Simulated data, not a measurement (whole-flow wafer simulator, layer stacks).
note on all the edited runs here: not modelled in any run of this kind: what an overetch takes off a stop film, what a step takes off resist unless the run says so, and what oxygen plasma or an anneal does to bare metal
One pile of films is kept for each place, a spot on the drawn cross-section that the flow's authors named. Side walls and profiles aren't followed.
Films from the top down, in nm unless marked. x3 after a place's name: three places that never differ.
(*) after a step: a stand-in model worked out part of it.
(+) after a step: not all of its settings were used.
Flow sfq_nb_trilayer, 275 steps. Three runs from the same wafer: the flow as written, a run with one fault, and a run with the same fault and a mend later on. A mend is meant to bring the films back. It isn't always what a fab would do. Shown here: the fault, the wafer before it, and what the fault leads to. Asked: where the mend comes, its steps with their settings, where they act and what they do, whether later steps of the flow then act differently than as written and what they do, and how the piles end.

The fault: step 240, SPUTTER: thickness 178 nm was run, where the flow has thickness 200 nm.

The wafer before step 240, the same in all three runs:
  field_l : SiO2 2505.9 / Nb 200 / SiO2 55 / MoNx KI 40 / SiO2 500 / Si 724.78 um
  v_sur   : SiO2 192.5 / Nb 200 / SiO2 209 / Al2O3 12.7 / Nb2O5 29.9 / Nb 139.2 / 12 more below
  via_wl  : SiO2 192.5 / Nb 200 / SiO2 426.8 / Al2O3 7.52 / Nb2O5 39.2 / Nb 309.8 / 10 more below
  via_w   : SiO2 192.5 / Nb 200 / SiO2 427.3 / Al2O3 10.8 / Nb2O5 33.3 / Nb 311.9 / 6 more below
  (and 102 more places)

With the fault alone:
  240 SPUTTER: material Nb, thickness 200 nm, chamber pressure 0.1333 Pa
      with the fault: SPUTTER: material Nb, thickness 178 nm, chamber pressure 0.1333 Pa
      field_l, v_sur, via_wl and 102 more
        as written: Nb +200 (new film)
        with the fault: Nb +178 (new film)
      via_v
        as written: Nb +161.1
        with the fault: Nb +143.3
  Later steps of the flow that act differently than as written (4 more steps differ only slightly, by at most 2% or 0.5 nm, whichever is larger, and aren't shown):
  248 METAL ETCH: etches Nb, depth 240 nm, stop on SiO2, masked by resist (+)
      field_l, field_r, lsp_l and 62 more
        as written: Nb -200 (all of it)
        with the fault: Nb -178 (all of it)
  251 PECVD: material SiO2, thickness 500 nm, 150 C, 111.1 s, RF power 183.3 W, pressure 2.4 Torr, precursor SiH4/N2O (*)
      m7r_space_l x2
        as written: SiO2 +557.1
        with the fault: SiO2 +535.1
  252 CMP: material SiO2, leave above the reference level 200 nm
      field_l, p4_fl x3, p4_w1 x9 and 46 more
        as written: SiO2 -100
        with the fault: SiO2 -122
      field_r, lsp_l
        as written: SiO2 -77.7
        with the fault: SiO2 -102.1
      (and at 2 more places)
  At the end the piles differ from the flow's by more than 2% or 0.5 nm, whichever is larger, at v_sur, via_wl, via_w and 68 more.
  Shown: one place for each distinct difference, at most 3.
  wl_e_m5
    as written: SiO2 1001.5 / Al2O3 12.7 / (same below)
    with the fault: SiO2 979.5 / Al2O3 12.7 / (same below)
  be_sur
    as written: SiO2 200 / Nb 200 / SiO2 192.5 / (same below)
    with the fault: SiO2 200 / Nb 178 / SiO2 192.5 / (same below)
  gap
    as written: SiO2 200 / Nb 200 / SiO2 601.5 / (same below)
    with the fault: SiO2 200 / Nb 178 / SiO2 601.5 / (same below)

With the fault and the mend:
  The mend comes after step 246.
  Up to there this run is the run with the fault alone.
  246a STRIP: over-ash 65%, gas O2, power 200 W (*)
      p4_fl x3, p4_w1 x9, p4_g1 x2 and 46 more
        anti-reflective coat -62 (all of it)
      wl_j_sl, wl_jj, wl_j_sr and 14 more
        KrF resist -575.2 (all of it), anti-reflective coat -62 (all of it)
      field_r, lsp_l, l0_sur, l0v
        anti-reflective coat -61.8 (all of it)
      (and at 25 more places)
  246b SPUTTER: material Nb, thickness 22 nm, chamber pressure 0.1333 Pa (the flow's step 240 once more, with other settings)
      field_l, v_sur, via_wl and 102 more
        Nb +22
      via_v
        Nb +15.8
  246c COAT: anti-reflective coat, thickness 62 nm (*) (the flow's step 241 once more)
      p4_fl x3, p4_w1 x9, p4_g1 x2 and 63 more
        anti-reflective coat +62 (new film)
      moat, field_r, lsp_l and 6 more
        anti-reflective coat +61.8 (new film)
      be_r, r_sur, res, r_end
        anti-reflective coat +61.7 (new film)
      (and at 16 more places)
  246d COAT: KrF resist, thickness 600 nm (*) (the flow's step 242 once more)
      p4_fl x3, p4_w1 x9, p4_g1 x2 and 63 more
        KrF resist +600 (new film)
      field_r, lsp_l, ln_m5, lsp_m, l0v
        KrF resist +599.5 (new film)
      ln_m6, lsp_r, l0_sur
        KrF resist +599.6 (new film)
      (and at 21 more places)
  246e SOFTBAKE: KrF resist (the flow's step 243 once more)
      changes no film at any place that is followed
  246f EXPOSE: photomask M7, dose 12.21 mJ/cm2, NA 0.6, wavelength 248 nm (*) (the flow's step 244 once more)
      changes no film at any place that is followed
  246g PEB: KrF resist, 90 s (the flow's step 245 once more)
      field_l, v_sur, via_wl and 97 more
        KrF resist -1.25
      via_w, via_wr, via_sp, wire, be
        KrF resist -1.24
      via_v
        KrF resist -1.61
  246h DEVELOP: KrF resist, thickness 600 nm, 60 s (the flow's step 246 once more)
      p4_fl x3, p4_w1 x9, p4_g1 x2 and 46 more
        KrF resist -598.7 (all of it)
      v_sur, via_wl, via_w and 38 more
        KrF resist -23.5
      field_r, lsp_l
        KrF resist -598.2 (all of it)
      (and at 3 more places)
  No later step of the flow acts differently than as written, at any place that is followed, by more than 2% or 0.5 nm, whichever is larger.
  At the end the piles differ from the flow's only slightly at the places that both follow, by at most 2% or 0.5 nm, whichever is larger.
